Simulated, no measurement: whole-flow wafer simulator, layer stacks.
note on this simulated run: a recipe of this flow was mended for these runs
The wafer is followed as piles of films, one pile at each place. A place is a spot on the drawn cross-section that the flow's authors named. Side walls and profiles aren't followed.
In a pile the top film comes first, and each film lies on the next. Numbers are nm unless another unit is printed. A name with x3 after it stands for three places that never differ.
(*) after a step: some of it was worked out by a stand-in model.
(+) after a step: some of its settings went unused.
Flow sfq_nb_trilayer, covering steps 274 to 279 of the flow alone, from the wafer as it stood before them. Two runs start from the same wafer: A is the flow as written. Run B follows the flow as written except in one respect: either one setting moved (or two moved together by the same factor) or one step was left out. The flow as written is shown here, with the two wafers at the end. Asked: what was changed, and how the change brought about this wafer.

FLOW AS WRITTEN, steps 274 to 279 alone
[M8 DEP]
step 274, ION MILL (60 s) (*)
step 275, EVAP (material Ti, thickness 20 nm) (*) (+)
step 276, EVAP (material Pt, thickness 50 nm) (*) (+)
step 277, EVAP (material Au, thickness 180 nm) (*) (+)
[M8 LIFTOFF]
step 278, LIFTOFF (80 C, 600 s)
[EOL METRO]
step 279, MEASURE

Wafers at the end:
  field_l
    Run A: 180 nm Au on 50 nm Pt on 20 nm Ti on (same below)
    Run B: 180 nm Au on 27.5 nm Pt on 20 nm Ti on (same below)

The reason: step 276, EVAP: thickness 27.5 nm was run, while the flow as written has thickness 50 nm.
The wafer lets one read it off: field_l has Pt 27.5, and step 276 as written asks for 50 nm.

Step by step, how the change led to this:
  step 276, EVAP (material Pt, thickness 50 nm) (*) (+)
      field_l, v_sur x3, via_wl x2 and 100 more: A Pt gains 50 (new film) | B Pt gains 27.5 (new film)
  step 278, LIFTOFF (80 C, 600 s)
      p4_fl x5, p4_w1 x9, p3_s0 x11 and 49 more: A Au loses 180 (all of it), Pt loses 50 (all of it), Ti loses 20 (all of it), KrF-resist-other-grade loses 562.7 (all of it), lift-off-underlayer loses 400 (all of it) | B Au loses 180 (all of it), Pt loses 27.5 (all of it), Ti loses 20 (all of it), KrF-resist-other-grade loses 562.7 (all of it), lift-off-underlayer loses 400 (all of it)
      r_sur, res, r_end: A Au loses 180 (all of it), Pt loses 50 (all of it), Ti loses 20 (all of it), KrF-resist-other-grade loses 559.9 (all of it), lift-off-underlayer loses 399.5 (all of it) | B Au loses 180 (all of it), Pt loses 27.5 (all of it), Ti loses 20 (all of it), KrF-resist-other-grade loses 559.9 (all of it), lift-off-underlayer loses 399.5 (all of it)
      (and at 18 other places as well)
